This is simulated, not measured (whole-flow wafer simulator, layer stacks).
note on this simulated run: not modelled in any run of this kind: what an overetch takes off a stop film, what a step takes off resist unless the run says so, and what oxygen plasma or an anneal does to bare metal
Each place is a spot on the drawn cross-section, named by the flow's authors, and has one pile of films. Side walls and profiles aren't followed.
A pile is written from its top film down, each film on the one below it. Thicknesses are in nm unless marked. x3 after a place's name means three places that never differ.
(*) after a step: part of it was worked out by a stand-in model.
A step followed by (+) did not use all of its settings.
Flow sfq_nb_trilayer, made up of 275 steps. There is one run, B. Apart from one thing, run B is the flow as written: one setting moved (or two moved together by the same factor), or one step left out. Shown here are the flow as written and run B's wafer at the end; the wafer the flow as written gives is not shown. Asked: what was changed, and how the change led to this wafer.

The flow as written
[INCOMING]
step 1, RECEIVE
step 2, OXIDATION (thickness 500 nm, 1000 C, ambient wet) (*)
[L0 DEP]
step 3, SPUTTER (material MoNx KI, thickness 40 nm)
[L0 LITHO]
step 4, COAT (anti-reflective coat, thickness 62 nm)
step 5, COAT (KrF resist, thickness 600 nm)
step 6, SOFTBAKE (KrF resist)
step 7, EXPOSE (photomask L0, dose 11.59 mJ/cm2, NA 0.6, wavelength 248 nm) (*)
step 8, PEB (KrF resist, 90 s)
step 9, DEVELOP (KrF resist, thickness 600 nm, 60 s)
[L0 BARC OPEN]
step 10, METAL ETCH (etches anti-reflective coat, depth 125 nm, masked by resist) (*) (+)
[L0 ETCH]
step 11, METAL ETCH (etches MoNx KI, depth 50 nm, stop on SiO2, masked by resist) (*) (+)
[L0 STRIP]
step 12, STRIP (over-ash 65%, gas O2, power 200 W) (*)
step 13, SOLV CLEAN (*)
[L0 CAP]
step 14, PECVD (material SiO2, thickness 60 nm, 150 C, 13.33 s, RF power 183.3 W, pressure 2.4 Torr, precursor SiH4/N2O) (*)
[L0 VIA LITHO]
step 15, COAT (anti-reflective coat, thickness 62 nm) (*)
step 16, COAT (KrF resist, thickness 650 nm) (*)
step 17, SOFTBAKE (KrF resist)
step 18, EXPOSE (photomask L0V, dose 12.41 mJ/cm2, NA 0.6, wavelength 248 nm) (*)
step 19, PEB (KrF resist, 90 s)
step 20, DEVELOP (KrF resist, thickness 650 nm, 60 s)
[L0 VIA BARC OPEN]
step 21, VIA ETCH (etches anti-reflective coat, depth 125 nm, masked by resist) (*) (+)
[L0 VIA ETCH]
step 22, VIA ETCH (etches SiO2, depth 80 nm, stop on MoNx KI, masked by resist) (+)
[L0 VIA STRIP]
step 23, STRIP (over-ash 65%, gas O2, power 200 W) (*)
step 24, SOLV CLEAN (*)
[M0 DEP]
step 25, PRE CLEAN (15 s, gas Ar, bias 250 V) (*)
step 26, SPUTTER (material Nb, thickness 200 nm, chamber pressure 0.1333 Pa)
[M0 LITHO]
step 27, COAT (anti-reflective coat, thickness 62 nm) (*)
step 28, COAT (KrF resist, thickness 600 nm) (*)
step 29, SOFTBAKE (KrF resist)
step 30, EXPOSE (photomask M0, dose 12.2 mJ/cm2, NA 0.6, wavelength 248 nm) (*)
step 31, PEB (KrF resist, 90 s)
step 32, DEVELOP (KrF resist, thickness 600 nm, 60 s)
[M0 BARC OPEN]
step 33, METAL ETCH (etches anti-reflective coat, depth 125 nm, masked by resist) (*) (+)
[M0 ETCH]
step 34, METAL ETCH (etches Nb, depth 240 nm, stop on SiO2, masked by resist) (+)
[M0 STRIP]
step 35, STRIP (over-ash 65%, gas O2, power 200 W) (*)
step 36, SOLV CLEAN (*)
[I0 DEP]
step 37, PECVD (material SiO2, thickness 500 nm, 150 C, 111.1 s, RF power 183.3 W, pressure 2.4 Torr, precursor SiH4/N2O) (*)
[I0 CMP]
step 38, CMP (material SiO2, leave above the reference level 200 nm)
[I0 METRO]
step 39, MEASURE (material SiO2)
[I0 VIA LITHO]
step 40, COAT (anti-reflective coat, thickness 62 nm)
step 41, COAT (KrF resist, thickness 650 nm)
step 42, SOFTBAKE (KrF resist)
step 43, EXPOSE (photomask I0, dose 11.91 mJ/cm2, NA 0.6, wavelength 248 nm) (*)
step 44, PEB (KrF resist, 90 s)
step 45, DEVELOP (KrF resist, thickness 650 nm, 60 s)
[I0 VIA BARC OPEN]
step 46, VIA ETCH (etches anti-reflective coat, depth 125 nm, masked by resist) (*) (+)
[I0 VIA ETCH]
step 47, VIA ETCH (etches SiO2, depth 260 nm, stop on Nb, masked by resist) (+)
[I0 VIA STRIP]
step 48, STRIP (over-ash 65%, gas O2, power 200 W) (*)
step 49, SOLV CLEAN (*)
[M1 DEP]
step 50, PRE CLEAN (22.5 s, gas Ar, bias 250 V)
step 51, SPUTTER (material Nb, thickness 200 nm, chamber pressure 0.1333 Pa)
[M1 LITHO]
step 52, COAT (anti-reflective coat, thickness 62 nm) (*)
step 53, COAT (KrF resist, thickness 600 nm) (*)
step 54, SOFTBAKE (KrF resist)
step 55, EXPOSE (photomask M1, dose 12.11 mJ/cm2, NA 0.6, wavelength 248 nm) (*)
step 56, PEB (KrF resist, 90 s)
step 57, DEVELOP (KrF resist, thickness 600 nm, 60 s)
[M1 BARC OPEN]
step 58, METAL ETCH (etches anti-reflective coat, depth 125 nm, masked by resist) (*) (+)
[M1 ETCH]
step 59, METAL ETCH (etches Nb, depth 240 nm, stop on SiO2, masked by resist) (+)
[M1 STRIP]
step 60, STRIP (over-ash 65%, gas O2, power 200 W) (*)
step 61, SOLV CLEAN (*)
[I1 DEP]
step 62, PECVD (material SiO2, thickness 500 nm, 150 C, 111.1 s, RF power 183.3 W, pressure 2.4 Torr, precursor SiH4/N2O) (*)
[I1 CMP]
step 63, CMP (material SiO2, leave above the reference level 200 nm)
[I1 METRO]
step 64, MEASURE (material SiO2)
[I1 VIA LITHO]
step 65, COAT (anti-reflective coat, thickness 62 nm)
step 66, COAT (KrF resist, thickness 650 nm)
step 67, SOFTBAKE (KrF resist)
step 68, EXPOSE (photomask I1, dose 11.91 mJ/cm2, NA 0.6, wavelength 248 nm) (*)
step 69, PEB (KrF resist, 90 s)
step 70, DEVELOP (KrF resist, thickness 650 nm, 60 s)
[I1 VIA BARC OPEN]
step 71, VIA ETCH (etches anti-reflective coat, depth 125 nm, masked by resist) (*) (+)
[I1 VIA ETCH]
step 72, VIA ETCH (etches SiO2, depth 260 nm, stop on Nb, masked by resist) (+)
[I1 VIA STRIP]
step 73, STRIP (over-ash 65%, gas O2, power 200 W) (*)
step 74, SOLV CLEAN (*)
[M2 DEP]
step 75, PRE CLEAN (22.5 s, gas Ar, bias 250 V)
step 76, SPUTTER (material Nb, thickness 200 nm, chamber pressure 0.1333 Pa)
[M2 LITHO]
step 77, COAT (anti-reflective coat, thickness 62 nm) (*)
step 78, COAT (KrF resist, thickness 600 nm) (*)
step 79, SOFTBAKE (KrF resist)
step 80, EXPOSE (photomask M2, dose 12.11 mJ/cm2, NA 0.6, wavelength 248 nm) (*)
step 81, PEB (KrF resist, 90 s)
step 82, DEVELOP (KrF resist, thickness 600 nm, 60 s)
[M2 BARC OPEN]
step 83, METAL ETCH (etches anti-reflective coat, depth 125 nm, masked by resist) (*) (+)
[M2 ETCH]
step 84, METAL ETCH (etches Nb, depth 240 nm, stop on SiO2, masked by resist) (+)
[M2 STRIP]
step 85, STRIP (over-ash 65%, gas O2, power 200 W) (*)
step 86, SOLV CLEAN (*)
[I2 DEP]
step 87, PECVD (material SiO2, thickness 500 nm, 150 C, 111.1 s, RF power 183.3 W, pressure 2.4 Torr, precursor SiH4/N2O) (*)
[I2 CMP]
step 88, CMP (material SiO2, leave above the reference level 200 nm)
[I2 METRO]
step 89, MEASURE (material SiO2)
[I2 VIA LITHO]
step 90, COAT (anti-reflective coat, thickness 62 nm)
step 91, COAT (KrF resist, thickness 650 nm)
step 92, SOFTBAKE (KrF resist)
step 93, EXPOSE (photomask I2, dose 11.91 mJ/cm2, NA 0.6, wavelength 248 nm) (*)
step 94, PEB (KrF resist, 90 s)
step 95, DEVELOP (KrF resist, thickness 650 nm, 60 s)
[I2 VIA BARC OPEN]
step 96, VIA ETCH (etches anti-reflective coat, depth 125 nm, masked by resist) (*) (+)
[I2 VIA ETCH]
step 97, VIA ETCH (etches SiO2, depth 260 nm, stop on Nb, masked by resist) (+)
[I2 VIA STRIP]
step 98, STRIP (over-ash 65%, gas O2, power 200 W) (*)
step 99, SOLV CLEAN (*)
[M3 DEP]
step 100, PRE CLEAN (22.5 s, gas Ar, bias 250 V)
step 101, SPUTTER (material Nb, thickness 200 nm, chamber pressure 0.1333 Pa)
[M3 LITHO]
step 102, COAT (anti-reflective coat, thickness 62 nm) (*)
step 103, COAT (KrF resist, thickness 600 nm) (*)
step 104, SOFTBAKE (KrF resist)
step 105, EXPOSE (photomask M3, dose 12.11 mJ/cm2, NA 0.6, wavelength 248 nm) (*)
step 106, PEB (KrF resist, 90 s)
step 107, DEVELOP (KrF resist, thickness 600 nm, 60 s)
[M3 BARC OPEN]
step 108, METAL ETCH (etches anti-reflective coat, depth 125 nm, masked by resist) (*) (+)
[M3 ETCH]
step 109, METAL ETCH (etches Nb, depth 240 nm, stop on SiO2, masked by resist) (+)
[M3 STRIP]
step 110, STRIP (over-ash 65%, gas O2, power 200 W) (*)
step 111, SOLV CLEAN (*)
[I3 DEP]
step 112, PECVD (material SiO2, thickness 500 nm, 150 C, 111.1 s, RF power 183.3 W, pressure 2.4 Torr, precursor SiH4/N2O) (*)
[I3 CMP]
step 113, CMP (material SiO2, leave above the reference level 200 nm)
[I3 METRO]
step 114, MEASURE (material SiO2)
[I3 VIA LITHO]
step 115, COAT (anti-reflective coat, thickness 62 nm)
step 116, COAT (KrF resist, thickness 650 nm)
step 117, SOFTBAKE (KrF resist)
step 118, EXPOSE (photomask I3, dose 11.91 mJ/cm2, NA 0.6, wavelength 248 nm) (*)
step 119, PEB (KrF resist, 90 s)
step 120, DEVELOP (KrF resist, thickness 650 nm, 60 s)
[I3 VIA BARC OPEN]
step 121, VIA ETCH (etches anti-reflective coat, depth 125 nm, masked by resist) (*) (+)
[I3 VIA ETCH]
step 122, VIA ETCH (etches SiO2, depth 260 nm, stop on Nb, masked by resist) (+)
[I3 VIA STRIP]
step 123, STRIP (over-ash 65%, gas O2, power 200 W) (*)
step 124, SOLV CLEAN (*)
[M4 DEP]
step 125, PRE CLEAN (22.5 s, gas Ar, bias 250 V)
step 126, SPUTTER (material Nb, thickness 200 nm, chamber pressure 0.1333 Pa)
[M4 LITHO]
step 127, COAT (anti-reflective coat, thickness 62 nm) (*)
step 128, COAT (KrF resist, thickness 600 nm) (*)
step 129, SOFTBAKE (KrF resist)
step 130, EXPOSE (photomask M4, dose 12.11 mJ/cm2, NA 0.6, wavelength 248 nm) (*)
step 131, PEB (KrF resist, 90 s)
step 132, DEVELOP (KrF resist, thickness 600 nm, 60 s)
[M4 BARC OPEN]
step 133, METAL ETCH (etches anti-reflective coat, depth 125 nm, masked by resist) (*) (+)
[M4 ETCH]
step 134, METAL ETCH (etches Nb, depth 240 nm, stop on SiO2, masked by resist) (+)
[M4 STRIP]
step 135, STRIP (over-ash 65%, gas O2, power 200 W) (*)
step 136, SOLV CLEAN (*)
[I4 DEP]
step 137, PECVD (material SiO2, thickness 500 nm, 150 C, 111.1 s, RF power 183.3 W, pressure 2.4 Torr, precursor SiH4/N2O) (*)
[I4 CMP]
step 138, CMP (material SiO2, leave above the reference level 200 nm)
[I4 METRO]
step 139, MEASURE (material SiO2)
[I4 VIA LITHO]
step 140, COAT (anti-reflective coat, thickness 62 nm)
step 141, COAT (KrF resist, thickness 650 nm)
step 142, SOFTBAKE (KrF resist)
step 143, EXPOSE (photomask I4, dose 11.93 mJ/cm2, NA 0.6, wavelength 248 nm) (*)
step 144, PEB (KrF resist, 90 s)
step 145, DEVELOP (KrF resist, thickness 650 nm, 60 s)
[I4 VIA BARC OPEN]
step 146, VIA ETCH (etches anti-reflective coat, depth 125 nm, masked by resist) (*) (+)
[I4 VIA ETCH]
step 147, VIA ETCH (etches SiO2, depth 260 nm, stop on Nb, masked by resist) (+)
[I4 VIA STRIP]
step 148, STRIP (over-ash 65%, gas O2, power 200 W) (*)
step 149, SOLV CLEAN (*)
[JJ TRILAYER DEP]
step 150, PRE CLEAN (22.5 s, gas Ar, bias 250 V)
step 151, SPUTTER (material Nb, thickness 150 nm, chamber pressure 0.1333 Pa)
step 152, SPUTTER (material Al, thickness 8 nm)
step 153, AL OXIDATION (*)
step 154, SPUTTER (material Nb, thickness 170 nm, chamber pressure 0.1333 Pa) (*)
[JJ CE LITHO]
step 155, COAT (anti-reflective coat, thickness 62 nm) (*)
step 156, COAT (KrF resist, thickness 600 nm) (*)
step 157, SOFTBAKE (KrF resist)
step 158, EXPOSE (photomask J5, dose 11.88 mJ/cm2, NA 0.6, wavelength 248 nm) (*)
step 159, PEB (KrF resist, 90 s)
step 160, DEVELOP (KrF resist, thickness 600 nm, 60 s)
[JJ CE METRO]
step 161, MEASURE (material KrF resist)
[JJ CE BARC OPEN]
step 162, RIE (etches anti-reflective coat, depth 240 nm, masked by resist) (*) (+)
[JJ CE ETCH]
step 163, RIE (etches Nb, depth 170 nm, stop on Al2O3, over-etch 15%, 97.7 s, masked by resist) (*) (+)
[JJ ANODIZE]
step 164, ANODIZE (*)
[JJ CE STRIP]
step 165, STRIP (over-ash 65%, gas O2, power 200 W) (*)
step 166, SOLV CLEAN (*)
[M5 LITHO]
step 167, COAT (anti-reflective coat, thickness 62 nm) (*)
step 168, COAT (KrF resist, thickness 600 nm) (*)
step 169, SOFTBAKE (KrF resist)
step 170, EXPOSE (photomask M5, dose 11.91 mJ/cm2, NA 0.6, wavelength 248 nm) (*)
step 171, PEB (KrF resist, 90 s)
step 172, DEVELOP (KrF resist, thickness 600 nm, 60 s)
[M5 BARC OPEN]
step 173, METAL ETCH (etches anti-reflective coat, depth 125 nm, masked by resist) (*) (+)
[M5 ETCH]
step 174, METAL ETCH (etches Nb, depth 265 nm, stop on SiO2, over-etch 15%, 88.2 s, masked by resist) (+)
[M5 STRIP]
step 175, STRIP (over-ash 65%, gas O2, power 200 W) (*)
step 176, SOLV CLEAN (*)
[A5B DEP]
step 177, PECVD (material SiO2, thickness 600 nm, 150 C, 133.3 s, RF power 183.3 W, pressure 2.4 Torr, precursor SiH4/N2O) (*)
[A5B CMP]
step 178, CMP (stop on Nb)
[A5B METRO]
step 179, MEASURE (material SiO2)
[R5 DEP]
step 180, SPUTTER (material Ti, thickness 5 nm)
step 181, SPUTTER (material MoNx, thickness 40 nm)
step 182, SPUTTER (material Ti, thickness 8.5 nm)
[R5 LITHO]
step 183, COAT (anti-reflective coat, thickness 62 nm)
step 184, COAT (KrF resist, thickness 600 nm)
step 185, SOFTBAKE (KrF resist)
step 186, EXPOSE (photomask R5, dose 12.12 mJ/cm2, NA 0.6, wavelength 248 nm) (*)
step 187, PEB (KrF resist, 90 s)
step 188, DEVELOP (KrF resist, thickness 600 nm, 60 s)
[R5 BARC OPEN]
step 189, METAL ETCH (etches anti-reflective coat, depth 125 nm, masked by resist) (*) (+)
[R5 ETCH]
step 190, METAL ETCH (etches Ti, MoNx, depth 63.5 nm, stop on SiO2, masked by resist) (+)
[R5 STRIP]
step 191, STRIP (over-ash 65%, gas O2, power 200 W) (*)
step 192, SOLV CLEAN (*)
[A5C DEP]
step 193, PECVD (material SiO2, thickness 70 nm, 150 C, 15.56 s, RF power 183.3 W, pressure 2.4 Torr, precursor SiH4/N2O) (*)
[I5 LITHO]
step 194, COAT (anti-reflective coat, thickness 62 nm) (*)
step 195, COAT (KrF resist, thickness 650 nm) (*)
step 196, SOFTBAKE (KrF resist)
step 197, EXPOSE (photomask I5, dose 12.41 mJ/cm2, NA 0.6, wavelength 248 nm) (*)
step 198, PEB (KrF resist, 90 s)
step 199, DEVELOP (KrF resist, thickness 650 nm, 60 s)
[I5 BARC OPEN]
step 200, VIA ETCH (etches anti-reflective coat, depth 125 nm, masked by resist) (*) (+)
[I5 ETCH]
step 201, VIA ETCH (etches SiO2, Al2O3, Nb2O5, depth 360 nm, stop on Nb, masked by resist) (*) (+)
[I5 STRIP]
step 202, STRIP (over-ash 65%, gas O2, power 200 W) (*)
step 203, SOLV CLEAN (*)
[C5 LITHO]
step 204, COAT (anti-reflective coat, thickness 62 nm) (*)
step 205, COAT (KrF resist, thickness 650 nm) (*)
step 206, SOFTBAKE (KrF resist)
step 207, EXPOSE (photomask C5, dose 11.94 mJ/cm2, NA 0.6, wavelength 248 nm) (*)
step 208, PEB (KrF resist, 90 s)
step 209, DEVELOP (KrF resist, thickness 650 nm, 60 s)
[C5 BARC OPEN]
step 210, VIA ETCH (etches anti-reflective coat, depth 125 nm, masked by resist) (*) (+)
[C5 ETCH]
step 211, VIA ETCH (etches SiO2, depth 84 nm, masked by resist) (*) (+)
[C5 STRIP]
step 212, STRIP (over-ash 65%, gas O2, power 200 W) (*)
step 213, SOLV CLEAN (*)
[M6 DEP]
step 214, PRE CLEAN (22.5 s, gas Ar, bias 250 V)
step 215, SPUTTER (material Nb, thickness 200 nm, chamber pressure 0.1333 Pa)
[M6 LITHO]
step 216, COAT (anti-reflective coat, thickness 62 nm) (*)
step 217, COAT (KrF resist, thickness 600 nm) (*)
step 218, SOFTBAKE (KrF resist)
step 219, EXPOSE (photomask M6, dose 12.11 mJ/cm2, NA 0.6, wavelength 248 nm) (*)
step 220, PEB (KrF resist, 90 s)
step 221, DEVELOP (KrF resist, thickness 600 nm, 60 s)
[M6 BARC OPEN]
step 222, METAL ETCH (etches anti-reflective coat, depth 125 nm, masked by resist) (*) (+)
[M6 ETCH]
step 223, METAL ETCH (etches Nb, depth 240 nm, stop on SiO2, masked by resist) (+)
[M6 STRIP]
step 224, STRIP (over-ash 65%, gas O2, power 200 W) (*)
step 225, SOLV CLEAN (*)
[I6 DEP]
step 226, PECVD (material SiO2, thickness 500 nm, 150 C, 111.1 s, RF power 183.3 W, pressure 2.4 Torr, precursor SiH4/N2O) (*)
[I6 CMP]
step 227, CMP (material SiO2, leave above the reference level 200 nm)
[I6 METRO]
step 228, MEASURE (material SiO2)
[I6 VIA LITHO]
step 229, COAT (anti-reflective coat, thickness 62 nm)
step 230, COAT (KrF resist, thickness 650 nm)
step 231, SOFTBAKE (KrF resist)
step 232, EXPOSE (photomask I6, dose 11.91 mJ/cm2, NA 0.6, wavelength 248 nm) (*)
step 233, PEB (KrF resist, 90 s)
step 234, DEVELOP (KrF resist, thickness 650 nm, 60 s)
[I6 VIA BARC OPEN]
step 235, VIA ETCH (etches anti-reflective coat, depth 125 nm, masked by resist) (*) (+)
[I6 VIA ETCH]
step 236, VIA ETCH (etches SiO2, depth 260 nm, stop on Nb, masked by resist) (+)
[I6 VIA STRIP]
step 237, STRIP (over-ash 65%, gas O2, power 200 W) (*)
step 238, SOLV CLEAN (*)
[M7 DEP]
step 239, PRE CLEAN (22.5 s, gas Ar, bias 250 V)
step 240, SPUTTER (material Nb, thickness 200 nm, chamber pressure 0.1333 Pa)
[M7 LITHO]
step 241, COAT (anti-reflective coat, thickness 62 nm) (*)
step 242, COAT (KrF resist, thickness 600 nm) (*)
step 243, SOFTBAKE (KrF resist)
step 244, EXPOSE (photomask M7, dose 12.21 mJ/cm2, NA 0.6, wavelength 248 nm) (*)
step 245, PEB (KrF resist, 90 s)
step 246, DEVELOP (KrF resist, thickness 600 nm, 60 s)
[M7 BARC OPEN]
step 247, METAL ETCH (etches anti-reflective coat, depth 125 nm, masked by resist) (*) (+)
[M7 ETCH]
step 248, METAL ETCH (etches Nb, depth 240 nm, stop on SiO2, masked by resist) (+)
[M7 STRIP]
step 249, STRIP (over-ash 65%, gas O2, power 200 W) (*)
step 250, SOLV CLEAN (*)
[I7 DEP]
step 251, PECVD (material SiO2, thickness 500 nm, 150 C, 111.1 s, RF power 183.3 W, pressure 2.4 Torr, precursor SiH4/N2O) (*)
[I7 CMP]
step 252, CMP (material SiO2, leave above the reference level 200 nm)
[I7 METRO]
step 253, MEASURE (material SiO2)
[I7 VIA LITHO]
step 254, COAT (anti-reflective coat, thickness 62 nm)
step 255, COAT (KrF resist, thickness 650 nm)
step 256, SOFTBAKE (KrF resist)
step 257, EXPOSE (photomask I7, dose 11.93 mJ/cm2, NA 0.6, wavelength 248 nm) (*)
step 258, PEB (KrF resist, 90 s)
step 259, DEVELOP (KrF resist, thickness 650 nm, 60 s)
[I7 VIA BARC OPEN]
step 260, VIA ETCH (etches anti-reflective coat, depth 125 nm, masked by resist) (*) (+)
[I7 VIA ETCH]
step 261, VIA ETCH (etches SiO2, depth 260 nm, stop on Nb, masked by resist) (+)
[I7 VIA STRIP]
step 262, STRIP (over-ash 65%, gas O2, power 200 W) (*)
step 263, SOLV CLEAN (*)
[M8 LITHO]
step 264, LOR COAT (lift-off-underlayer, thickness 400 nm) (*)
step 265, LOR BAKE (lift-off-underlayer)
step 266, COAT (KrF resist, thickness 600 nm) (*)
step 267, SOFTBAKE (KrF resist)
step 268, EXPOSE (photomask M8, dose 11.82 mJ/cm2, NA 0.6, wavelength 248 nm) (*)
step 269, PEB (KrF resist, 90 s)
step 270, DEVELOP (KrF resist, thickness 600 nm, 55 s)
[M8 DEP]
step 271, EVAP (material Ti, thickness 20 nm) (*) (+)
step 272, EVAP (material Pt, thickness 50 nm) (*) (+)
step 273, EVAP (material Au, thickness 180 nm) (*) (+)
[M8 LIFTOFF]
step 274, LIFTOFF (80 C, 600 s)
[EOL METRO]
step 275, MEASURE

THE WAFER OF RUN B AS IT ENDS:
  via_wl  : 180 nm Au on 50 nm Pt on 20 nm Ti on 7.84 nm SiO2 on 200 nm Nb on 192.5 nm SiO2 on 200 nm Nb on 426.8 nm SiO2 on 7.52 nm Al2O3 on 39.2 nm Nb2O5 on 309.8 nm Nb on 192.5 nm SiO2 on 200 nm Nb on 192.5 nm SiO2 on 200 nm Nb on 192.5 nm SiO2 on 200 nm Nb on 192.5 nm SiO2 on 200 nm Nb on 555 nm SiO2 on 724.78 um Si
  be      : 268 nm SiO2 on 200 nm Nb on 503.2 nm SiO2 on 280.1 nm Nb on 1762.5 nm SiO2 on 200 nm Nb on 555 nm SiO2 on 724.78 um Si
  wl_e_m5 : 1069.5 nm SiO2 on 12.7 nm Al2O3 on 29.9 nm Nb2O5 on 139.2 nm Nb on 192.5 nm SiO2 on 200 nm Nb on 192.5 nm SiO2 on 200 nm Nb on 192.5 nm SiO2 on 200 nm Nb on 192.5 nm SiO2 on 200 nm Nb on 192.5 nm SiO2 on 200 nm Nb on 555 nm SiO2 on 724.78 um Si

Cause: step 252, CMP: leave above the reference level 268 nm was run, though the flow has leave above the reference level 200 nm.
The wafer lets one read it off: be has SiO2 268, and step 252 as written asks for 200 nm.

How this came from the change, step by step:
  step 252, CMP (material SiO2, leave above the reference level 200 nm)
      field_l, p4_fl, p4_fm and 56 more: -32 SiO2 (in the flow as written it would be: -100 SiO2)
      v_sur, via_wl, via_w and 37 more: -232 SiO2 (in the flow as written it would be: -300 SiO2)
      (and at 7 other places as well)
  step 261, VIA ETCH (etches SiO2, depth 260 nm, stop on Nb, masked by resist) (+)
      via_wl, via_w, via_wr: -260 SiO2 (in the flow as written it would be: -199.8 SiO2 (all of it))
  step 264, LOR COAT (lift-off-underlayer, thickness 400 nm) (*)
      via_wl, via_wr: +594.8 lift-off-underlayer (new film) (in the flow as written it would be: +549.8 lift-off-underlayer (new film))
      v_sur: +360.2 lift-off-underlayer (new film) (in the flow as written it would be: +369.4 lift-off-underlayer (new film))
      (and at 1 other place as well)
  step 270, DEVELOP (KrF resist, thickness 600 nm, 55 s)
      v_sur: -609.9 KrF resist (all of it), -360.2 lift-off-underlayer (all of it) (in the flow as written it would be: -607.3 KrF resist (all of it), -369.4 lift-off-underlayer (all of it))
      via_wl: -631.4 KrF resist (all of it), -594.8 lift-off-underlayer (all of it) (in the flow as written it would be: -623.9 KrF resist (all of it), -549.8 lift-off-underlayer (all of it))
      (and at 2 other places as well)
Taking metal films that touch as one body, via_wl has 8 bodies (between them, from the top down: SiO2 7.84; SiO2 192.5; SiO2 426.8 / Al2O3 7.52 / Nb2O5 39.2; SiO2 192.5; SiO2 192.5; SiO2 192.5; SiO2 192.5); the flow as written gives 7 bodies (between them, from the top down: SiO2 192.5; SiO2 426.8 / Al2O3 7.52 / Nb2O5 39.2; SiO2 192.5; SiO2 192.5; SiO2 192.5; SiO2 192.5).
